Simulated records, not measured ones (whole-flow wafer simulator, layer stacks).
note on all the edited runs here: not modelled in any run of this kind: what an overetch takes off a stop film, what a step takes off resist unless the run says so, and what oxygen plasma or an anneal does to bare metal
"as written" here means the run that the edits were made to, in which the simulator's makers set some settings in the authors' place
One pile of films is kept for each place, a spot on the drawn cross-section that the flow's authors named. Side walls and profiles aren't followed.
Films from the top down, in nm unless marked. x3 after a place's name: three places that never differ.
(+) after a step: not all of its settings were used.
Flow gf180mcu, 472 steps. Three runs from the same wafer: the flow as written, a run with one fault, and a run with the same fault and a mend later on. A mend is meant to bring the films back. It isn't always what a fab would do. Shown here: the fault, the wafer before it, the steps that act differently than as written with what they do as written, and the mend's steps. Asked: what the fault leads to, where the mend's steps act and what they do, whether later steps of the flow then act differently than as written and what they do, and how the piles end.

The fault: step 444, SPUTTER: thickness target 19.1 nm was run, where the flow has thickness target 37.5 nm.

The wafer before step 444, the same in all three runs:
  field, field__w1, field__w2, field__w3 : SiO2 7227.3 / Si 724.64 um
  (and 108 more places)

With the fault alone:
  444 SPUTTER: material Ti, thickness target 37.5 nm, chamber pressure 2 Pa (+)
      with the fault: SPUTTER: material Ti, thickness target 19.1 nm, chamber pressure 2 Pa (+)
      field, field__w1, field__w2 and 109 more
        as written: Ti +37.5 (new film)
        with the fault: Ti +19.1 (new film)
  Later steps of the flow that act differently than as written (4 more steps differ only slightly, by at most 2% or 0.5 nm, whichever is larger, and aren't shown):
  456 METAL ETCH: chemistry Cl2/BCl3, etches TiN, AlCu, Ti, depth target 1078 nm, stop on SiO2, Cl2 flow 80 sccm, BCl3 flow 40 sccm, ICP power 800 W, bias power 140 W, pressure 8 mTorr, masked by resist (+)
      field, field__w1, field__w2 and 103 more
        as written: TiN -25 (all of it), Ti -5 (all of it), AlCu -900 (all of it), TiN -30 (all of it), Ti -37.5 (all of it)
        with the fault: TiN -25 (all of it), Ti -5 (all of it), AlCu -900 (all of it), TiN -30 (all of it), Ti -19.1 (all of it)
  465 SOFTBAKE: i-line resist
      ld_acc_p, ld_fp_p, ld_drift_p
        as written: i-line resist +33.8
        with the fault: i-line resist +32.9
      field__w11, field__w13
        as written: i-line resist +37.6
        with the fault: i-line resist +36.6
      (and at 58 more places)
  At the end the piles differ from the flow's by more than 2% or 0.5 nm, whichever is larger, at field__w8, contact, m1, m1__w1, pad, m1_nw.
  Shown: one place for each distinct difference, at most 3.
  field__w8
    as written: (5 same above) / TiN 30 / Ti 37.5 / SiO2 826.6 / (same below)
    with the fault: (5 same above) / TiN 30 / Ti 19.1 / SiO2 826.6 / (same below)
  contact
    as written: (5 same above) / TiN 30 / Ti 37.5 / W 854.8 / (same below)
    with the fault: (5 same above) / TiN 30 / Ti 19.1 / W 854.8 / (same below)
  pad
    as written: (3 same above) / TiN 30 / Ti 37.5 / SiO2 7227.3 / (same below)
    with the fault: (3 same above) / TiN 30 / Ti 19.1 / SiO2 7227.3 / (same below)

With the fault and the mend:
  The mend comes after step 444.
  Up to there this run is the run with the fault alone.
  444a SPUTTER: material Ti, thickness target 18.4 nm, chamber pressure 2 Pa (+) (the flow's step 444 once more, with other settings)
      field, field__w1, field__w2 and 109 more
        Ti +18.4
  No later step of the flow acts differently than as written at any place that is followed.
  At the end the piles are the same as the flow's at every place that both follow.
